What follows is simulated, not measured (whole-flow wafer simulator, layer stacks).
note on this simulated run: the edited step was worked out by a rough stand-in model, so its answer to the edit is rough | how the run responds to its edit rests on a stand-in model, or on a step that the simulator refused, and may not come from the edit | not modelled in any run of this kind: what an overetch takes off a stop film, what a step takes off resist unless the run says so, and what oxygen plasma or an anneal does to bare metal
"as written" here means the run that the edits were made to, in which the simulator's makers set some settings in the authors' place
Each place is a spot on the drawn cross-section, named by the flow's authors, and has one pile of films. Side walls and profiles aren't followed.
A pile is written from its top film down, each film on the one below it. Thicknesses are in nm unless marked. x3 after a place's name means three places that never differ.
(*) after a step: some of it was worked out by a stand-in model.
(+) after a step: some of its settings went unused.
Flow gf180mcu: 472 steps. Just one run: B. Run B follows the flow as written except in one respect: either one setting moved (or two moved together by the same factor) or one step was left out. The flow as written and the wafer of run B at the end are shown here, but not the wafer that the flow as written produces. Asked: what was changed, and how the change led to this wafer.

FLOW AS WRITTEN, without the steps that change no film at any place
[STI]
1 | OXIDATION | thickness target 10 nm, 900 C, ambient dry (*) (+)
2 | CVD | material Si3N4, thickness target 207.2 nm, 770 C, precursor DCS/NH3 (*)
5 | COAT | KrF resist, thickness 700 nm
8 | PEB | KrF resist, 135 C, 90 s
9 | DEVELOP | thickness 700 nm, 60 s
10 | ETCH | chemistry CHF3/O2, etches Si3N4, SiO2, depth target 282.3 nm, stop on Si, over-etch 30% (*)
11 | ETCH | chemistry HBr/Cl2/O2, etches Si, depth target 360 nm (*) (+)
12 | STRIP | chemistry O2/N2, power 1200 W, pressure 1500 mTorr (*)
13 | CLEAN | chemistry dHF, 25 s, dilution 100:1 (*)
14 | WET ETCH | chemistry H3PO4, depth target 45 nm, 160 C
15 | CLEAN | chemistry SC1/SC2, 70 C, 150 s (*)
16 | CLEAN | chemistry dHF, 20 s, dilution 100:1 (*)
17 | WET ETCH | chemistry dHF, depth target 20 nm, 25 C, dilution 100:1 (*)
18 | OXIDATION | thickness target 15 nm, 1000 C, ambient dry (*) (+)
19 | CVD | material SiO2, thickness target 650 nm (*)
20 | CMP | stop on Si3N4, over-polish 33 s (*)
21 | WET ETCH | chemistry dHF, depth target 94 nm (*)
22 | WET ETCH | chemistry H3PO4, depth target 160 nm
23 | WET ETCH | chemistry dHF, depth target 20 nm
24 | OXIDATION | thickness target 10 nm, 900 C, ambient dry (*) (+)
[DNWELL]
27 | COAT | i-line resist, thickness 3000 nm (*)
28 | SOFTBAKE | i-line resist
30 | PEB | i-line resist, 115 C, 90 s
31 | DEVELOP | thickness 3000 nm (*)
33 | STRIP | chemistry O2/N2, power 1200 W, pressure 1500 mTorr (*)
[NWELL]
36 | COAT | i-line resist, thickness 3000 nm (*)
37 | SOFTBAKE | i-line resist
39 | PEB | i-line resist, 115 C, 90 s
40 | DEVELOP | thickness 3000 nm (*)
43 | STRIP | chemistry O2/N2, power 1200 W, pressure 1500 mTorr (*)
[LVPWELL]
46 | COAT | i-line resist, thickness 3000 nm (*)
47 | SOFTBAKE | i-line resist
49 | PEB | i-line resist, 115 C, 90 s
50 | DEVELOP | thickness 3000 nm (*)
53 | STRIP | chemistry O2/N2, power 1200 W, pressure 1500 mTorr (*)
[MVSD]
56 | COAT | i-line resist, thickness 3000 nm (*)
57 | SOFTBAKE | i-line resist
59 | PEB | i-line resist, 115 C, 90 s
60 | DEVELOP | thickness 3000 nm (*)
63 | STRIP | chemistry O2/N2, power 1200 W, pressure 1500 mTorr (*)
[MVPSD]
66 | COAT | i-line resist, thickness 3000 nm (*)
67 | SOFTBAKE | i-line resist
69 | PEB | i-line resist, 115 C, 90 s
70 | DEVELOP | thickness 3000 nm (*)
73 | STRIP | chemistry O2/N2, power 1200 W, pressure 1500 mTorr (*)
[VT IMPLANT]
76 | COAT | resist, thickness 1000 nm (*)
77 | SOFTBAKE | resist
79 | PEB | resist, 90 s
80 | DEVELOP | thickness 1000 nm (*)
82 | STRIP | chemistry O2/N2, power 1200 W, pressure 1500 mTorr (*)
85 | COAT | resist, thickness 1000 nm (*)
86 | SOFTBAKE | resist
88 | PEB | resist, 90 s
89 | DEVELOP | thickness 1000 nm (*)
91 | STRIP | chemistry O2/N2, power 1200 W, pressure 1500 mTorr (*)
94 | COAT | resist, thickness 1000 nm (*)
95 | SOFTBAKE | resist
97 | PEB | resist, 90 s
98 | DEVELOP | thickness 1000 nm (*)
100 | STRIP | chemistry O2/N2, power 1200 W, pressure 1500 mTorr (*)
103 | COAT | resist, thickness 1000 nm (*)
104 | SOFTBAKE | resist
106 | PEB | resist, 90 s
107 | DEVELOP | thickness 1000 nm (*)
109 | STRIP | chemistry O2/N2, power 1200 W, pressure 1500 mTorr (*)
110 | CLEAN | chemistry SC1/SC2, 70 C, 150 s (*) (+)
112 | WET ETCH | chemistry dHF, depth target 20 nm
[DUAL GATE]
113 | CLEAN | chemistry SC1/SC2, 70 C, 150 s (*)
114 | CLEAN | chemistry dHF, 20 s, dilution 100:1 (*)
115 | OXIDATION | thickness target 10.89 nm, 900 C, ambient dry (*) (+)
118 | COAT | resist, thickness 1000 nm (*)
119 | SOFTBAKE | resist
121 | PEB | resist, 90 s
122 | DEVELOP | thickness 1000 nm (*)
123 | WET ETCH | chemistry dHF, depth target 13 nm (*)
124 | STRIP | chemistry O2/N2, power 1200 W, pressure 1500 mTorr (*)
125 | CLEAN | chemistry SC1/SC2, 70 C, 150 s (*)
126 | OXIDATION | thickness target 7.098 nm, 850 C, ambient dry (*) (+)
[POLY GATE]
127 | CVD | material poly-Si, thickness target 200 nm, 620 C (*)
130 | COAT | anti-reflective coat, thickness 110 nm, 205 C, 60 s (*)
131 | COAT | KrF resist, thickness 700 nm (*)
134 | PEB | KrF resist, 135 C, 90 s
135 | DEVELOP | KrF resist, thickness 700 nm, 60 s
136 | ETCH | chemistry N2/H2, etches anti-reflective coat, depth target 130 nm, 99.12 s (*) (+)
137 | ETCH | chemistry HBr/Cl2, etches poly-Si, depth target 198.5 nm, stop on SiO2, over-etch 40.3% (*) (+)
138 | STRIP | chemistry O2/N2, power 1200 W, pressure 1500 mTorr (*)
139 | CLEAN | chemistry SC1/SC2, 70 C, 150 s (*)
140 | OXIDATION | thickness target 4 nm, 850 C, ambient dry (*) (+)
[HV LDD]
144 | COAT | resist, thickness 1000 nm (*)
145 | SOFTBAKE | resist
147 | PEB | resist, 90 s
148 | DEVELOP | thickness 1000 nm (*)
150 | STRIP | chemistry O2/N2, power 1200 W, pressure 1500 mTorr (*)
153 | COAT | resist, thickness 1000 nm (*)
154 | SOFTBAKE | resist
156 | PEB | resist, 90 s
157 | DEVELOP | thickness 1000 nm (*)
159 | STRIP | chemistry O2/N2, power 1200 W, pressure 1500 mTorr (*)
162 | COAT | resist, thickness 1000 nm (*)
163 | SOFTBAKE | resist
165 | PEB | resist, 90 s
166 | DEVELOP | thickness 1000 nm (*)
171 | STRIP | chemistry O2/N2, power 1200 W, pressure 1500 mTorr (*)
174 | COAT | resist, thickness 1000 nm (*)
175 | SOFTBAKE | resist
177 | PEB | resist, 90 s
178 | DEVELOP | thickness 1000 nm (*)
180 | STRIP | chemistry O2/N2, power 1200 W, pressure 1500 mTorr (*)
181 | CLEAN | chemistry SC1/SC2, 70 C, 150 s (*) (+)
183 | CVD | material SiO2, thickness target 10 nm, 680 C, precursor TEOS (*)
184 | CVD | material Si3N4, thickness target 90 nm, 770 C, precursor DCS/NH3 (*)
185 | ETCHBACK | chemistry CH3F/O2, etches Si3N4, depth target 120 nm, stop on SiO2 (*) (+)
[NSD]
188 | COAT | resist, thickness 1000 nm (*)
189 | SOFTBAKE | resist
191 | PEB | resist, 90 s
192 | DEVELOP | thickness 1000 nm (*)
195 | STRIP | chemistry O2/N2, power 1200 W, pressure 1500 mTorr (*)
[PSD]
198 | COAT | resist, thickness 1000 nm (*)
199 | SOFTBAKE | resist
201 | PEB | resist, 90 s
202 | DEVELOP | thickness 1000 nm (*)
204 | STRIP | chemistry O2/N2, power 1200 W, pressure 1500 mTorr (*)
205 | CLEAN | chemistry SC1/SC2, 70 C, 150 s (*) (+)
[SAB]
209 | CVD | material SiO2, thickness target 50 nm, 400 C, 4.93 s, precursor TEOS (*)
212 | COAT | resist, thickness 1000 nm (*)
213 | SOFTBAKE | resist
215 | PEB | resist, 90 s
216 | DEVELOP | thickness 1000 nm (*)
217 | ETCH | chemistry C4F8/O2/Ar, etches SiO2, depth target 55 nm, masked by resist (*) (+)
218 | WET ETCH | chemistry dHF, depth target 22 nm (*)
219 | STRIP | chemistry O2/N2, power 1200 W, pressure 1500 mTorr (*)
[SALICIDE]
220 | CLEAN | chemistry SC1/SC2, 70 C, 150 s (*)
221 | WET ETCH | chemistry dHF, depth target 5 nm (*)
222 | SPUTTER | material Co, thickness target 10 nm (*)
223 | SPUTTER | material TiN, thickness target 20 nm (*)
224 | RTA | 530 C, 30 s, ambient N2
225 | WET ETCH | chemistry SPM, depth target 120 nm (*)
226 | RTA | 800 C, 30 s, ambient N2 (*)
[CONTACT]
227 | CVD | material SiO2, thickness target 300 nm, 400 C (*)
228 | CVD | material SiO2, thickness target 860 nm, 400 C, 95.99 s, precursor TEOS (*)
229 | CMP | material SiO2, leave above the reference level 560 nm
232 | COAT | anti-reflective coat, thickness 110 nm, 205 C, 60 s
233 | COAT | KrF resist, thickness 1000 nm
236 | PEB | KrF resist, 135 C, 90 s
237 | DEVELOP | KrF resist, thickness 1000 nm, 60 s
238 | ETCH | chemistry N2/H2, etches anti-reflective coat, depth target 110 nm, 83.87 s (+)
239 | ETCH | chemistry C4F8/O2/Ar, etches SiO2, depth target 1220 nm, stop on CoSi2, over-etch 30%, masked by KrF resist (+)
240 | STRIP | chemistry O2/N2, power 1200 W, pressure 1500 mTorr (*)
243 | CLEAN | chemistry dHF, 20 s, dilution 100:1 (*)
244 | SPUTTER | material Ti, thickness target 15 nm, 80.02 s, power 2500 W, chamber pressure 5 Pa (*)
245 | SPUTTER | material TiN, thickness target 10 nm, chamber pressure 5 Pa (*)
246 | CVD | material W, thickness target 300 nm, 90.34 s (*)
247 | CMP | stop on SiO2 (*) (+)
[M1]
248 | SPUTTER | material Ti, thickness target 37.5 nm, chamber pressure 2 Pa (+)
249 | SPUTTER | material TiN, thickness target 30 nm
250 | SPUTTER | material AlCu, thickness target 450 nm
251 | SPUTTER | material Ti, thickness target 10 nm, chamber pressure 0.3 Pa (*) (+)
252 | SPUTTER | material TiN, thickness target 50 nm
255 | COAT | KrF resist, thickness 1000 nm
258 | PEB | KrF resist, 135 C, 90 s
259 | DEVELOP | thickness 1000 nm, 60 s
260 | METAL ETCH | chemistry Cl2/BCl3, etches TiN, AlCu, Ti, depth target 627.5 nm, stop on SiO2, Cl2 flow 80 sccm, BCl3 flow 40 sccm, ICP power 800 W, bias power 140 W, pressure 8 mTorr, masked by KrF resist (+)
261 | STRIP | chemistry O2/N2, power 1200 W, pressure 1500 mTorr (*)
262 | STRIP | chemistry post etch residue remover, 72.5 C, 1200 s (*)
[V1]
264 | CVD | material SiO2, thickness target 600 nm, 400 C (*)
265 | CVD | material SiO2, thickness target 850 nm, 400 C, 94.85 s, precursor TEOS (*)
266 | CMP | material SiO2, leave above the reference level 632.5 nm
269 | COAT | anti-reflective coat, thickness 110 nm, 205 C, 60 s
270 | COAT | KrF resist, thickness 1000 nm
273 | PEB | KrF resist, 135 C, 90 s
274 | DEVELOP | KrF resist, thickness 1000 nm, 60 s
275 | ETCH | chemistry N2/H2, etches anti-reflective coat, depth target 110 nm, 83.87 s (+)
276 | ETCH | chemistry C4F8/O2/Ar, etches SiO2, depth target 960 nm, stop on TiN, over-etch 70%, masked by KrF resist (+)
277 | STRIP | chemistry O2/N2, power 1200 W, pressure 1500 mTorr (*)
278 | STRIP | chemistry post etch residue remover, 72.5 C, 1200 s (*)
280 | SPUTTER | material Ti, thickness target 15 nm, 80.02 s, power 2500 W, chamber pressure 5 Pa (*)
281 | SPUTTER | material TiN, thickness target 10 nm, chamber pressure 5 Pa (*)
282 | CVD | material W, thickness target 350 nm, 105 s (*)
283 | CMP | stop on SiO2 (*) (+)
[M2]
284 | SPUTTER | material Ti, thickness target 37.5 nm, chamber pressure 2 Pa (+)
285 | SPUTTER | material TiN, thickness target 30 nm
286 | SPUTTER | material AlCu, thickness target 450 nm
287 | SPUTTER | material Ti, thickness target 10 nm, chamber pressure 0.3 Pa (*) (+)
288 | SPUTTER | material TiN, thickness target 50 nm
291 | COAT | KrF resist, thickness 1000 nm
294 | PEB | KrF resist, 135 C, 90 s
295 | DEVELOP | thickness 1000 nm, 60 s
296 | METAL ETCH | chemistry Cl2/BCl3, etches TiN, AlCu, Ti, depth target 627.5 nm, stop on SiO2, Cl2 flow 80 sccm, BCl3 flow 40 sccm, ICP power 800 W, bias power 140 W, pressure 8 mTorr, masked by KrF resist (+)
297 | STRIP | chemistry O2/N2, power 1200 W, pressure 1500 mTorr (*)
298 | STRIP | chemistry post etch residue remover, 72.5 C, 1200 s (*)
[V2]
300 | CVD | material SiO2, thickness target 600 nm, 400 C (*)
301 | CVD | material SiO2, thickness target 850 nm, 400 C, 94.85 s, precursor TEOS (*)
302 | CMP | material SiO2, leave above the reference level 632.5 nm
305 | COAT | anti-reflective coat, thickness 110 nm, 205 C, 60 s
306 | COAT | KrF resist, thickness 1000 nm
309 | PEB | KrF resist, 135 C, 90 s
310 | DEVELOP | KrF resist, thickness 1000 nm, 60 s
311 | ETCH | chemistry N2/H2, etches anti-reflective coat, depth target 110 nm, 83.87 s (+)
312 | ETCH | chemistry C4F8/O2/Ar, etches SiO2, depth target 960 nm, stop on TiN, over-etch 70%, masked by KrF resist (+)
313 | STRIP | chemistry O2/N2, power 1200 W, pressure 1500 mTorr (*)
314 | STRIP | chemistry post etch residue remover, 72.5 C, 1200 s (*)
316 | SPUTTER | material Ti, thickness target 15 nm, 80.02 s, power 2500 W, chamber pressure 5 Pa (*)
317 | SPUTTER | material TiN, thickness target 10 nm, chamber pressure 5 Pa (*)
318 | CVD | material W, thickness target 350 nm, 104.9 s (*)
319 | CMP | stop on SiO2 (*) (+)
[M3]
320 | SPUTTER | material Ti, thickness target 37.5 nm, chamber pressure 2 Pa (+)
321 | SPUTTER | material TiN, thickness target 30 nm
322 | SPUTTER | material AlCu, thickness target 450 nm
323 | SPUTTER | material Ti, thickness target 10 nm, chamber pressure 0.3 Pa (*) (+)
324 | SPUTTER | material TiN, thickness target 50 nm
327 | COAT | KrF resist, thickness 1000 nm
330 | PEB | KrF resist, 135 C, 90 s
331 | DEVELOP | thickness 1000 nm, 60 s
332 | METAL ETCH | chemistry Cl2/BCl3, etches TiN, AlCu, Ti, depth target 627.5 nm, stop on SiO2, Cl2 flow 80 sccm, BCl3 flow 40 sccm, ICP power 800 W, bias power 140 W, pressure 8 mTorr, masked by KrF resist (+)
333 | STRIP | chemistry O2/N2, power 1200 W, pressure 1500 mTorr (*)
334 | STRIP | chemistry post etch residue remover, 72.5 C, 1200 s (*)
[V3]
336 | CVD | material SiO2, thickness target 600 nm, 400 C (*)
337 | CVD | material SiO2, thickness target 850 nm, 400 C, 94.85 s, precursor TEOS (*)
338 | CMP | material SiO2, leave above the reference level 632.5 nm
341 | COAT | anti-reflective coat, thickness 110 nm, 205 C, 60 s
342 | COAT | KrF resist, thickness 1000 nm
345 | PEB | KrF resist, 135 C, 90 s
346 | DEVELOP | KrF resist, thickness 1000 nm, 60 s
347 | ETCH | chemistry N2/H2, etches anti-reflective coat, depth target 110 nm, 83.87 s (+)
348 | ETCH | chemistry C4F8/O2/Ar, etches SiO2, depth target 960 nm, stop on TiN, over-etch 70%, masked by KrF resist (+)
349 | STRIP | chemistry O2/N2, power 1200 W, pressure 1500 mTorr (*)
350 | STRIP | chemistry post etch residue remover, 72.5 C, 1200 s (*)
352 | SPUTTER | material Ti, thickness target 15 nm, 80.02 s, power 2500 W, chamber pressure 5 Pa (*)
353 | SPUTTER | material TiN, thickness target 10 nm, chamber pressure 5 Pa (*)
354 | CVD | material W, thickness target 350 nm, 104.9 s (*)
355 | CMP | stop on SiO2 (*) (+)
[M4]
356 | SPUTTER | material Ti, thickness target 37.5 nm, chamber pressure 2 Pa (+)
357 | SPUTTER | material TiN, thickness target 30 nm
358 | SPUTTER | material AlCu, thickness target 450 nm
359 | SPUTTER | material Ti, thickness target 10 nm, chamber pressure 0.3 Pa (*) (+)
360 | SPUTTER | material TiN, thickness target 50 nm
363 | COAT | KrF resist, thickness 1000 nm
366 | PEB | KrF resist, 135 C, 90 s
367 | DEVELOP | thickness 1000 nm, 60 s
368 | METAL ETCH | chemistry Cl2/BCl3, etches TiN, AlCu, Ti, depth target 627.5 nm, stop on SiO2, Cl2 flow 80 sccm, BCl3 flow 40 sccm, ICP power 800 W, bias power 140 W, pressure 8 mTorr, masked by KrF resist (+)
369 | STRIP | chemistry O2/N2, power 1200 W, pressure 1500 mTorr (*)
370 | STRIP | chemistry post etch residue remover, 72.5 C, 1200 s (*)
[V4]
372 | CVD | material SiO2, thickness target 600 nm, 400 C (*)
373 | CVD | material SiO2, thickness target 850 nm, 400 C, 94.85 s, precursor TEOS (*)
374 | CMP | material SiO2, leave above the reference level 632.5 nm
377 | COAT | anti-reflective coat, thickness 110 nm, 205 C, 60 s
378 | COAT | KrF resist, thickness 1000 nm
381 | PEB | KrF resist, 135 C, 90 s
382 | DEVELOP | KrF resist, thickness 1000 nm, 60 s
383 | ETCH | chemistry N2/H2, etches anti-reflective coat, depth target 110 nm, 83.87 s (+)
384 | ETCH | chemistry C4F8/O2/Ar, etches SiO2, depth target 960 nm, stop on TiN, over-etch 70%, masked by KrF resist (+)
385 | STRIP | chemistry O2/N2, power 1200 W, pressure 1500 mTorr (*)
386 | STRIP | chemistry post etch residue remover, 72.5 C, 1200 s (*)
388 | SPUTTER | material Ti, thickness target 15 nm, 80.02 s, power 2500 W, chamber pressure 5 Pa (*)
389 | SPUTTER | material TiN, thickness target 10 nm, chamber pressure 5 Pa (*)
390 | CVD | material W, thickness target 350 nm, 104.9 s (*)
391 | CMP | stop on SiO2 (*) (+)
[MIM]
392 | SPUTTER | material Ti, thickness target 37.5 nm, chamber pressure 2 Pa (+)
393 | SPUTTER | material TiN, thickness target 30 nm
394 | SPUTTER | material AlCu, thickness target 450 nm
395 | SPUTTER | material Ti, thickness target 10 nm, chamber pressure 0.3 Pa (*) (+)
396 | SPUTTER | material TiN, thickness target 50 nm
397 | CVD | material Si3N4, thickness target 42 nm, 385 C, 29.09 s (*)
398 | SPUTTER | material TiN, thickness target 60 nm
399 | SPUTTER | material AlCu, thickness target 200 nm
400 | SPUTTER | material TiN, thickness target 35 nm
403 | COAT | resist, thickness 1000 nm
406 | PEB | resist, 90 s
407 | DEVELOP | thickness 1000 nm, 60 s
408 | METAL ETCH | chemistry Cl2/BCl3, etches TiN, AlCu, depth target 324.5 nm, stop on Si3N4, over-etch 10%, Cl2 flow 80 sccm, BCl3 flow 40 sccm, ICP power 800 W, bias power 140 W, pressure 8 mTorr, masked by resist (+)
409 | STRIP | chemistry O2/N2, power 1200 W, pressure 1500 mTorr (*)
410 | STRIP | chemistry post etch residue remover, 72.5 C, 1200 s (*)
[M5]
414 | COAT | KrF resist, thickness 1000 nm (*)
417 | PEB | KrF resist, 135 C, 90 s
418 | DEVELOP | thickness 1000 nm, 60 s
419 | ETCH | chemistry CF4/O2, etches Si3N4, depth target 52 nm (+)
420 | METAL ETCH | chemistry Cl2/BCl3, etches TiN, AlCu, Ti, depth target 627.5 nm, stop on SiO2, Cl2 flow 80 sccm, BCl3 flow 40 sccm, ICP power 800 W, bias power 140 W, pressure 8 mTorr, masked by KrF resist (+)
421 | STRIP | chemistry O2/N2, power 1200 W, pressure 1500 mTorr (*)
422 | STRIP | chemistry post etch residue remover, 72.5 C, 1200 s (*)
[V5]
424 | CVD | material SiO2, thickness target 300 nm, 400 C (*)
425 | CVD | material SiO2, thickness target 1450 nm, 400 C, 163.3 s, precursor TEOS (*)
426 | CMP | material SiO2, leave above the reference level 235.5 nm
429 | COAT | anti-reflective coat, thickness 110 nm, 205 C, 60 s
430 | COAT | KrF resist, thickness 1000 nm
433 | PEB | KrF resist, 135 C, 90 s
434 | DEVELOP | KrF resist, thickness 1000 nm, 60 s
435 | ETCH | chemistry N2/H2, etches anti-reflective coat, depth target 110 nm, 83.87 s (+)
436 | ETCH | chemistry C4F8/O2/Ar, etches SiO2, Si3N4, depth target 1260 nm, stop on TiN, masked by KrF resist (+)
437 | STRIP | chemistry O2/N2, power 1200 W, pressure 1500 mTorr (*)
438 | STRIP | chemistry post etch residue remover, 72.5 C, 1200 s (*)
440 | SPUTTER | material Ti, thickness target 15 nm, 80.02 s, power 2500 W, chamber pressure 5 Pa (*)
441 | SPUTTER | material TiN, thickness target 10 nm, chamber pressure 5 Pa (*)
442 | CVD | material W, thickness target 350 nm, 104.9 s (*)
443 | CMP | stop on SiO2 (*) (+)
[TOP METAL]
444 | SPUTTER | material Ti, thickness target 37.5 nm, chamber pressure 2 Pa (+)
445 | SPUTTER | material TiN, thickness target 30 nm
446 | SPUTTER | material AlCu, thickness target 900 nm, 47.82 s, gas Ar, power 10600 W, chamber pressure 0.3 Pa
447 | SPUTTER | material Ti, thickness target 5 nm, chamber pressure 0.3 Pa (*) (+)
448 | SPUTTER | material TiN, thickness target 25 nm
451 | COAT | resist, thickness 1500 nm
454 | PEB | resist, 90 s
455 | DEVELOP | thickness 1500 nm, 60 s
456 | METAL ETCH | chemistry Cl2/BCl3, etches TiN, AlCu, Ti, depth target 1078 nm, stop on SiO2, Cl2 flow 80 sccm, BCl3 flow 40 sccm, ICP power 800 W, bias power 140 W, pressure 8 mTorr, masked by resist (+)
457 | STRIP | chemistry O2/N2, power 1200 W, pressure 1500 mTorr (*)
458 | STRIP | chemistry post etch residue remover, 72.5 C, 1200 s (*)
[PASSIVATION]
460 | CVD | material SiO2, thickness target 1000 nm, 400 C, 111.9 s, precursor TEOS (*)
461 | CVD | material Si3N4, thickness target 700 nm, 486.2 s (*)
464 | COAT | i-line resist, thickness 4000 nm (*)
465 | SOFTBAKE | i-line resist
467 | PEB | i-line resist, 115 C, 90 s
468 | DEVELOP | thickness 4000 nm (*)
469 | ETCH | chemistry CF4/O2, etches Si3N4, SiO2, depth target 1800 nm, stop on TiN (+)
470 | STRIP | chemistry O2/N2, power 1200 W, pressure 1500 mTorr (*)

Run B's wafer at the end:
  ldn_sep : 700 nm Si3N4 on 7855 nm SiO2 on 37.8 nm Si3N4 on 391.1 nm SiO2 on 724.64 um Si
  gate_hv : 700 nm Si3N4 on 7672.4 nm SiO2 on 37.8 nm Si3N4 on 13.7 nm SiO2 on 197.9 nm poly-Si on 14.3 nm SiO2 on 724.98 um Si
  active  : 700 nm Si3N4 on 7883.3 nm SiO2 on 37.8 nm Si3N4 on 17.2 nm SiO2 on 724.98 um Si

Cause: step 185, ETCHBACK: depth target 48 nm was run, though the flow has depth target 120 nm.

How this came from the change, step by step:
  185 | ETCHBACK | chemistry CH3F/O2, etches Si3N4, depth target 120 nm, stop on SiO2 (*) (+)
      field, field__w1, field__w2 and 100 more: Si3N4 loses 48 (it would be, as written: Si3N4 loses 90 (all of it), SiO2 loses 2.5)
  188 | COAT | resist, thickness 1000 nm (*)
      spacer: resist gains 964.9 (new film) (it would be, as written: resist gains 920.3 (new film))
  189 | SOFTBAKE | resist
      field__w9: resist loses 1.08 (it would be, as written: resist gains 1.85)
      nw_enc_fld_lv: resist gains 1.62 (it would be, as written: resist gains 0.58)
  191 | PEB | resist, 90 s
      spacer: resist loses 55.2 (it would be, as written: resist loses 52.3)
  192 | DEVELOP | thickness 1000 nm (*)
      spacer: resist loses 909.8 (all of it) (it would be, as written: resist loses 868 (all of it))
  198 | COAT | resist, thickness 1000 nm (*)
      spacer: resist gains 964.9 (new film) (it would be, as written: resist gains 920.3 (new film))
  199 | SOFTBAKE | resist
      field__w9: resist loses 1.08 (it would be, as written: resist gains 1.85)
      nw_enc_fld_lv: resist gains 1.62 (it would be, as written: resist gains 0.58)
  201 | PEB | resist, 90 s
      spacer: resist loses 55.2 (it would be, as written: resist loses 52.3)
  204 | STRIP | chemistry O2/N2, power 1200 W, pressure 1500 mTorr (*)
      spacer: resist loses 909.8 (all of it) (it would be, as written: resist loses 868 (all of it))
  205 | CLEAN | chemistry SC1/SC2, 70 C, 150 s (*) (+)
      field, field__w1, field__w2 and 105 more: Si3N4 loses 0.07 (it would be, as written: SiO2 loses 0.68)
  209 | CVD | material SiO2, thickness target 50 nm, 400 C, 4.93 s, precursor TEOS (*)
      field, field__w7, field__w8 and 73 more: SiO2 gains 50 (new film) (it would be, as written: SiO2 gains 50)
      field_sub__w1, field_sub__w3, field_sub__w4, field_sub__w5, ld_drift_n: SiO2 gains 48.8 (new film) (it would be, as written: SiO2 gains 48.9)
      (and at 27 other places as well)
  212 | COAT | resist, thickness 1000 nm (*)
      spacer: resist gains 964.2 (new film) (it would be, as written: resist gains 919.2 (new film))
  215 | PEB | resist, 90 s
      spacer: resist loses 55.1 (it would be, as written: resist loses 52.3)
  216 | DEVELOP | thickness 1000 nm (*)
      spacer: resist loses 909.1 (all of it) (it would be, as written: resist loses 866.9 (all of it))
  217 | ETCH | chemistry C4F8/O2/Ar, etches SiO2, depth target 55 nm, masked by resist (*) (+)
      field, field__w7, field__w8 and 70 more: SiO2 loses 50 (all of it), Si3N4 loses 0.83 (it would be, as written: SiO2 loses 55)
      field_sub__w1, field_sub__w3, field_sub__w4, field_sub__w5, ld_drift_n: SiO2 loses 48.8 (all of it), Si3N4 loses 1.03 (it would be, as written: SiO2 loses 55)
      (and at 21 other places as well)
  218 | WET ETCH | chemistry dHF, depth target 22 nm (*)
      gate, gate_hv, gate_p and 23 more: Si3N4 loses 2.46 (it would be, as written: SiO2 loses 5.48 (all of it))
      field, field__w10, sti and 14 more: Si3N4 loses 2.46 (it would be, as written: SiO2 loses 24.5)
      (and at 56 other places as well)
  ... 12 further steps ...
  471 | ANNEAL | 400 C, 1800 s, ambient N2/H2
      polyc_n, polyc_p: under 9 films: void gains 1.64 (new film), Ti loses 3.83, TiSi first gains 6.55 (new film), poly-Si loses 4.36 (it would be, as written: nothing)
      contact: under 49 films: void gains 1.62 (new film), Ti loses 3.83, TiSi first gains 6.55 (new film), Si loses 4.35 (it would be, as written: nothing)
Taking metal films that touch as one body, gate_hv has 0 bodies; the flow as written gives 1 body.
Taking metal films that touch as one body, active has 0 bodies; the flow as written gives 1 body.
